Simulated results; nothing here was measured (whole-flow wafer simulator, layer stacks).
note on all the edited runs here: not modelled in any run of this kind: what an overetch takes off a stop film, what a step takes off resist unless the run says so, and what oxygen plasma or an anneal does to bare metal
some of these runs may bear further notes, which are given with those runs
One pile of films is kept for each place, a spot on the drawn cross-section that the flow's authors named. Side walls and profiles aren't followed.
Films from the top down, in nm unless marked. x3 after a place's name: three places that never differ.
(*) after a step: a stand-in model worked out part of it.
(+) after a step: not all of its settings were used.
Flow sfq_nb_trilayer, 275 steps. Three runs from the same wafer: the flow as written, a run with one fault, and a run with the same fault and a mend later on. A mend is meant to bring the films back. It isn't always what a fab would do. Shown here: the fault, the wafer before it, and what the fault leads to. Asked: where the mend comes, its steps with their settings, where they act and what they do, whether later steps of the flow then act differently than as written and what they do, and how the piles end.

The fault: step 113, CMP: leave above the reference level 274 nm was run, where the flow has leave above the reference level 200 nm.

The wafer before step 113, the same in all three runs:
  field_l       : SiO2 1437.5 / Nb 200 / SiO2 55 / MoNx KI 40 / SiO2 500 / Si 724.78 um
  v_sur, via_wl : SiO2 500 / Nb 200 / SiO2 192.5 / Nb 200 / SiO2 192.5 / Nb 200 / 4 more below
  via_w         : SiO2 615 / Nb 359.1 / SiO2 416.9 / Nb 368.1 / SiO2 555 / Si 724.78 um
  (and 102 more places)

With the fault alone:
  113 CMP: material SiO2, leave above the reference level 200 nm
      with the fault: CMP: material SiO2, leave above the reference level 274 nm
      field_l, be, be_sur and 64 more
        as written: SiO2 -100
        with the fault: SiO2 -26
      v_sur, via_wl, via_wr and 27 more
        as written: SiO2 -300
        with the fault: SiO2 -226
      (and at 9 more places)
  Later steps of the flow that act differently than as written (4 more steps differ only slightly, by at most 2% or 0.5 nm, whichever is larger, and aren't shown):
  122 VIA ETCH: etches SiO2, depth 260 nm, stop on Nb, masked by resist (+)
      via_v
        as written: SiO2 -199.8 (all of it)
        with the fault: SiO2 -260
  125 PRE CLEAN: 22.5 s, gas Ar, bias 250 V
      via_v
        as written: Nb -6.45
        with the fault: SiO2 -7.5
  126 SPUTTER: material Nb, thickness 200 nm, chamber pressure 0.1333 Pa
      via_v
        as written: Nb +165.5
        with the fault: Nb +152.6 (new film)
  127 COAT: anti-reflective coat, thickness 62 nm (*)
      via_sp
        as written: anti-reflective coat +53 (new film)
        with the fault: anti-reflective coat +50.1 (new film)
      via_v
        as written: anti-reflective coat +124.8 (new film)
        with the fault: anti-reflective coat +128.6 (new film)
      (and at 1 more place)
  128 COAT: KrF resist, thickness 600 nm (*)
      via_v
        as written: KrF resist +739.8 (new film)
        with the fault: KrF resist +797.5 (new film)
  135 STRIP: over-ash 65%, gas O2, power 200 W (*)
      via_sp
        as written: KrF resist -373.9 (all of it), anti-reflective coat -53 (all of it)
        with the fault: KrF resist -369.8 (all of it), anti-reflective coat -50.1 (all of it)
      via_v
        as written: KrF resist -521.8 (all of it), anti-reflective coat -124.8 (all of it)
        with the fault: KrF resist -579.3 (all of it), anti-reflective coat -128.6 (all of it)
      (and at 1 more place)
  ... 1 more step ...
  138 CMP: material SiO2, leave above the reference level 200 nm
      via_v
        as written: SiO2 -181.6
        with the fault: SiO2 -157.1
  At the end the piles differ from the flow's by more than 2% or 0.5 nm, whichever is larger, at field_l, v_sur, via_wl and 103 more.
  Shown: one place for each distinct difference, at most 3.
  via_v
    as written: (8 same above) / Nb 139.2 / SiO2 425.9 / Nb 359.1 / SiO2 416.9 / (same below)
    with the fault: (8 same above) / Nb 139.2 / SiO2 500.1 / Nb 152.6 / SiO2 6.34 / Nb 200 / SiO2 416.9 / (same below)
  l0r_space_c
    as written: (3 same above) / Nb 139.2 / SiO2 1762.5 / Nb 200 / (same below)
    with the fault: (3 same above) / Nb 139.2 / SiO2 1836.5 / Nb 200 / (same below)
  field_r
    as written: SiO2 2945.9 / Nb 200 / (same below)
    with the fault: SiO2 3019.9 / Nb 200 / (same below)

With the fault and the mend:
  The mend comes after step 120.
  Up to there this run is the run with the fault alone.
  120a STRIP: over-ash 65%, gas O2, power 200 W (*)
      field_l, v_sur, via_wl and 102 more
        KrF resist -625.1 (all of it), anti-reflective coat -62 (all of it)
      via_v
        anti-reflective coat -62 (all of it)
  120b CMP: material SiO2, leave above the reference level 200 nm (the flow's step 113 once more)
      field_l, v_sur, via_wl and 103 more
        SiO2 -74
  120c COAT: anti-reflective coat, thickness 62 nm (the flow's step 115 once more)
      field_l, v_sur, via_wl and 103 more
        anti-reflective coat +62 (new film)
  120d COAT: KrF resist, thickness 650 nm (the flow's step 116 once more)
      field_l, v_sur, via_wl and 103 more
        KrF resist +650 (new film)
  120e SOFTBAKE: KrF resist (the flow's step 117 once more)
      changes no film at any place that is followed
  120f EXPOSE: photomask I3, dose 11.91 mJ/cm2, NA 0.6, wavelength 248 nm (*) (the flow's step 118 once more)
      changes no film at any place that is followed
  120g PEB: KrF resist, 90 s (the flow's step 119 once more)
      field_l, v_sur, via_wl and 103 more
        KrF resist -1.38
  120h DEVELOP: KrF resist, thickness 650 nm, 60 s (the flow's step 120 once more)
      field_l, v_sur, via_wl and 102 more
        KrF resist -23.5
      via_v
        KrF resist -648.6 (all of it)
  No later step of the flow acts differently than as written at any place that is followed.
  At the end the piles are the same as the flow's at every place that both follow.
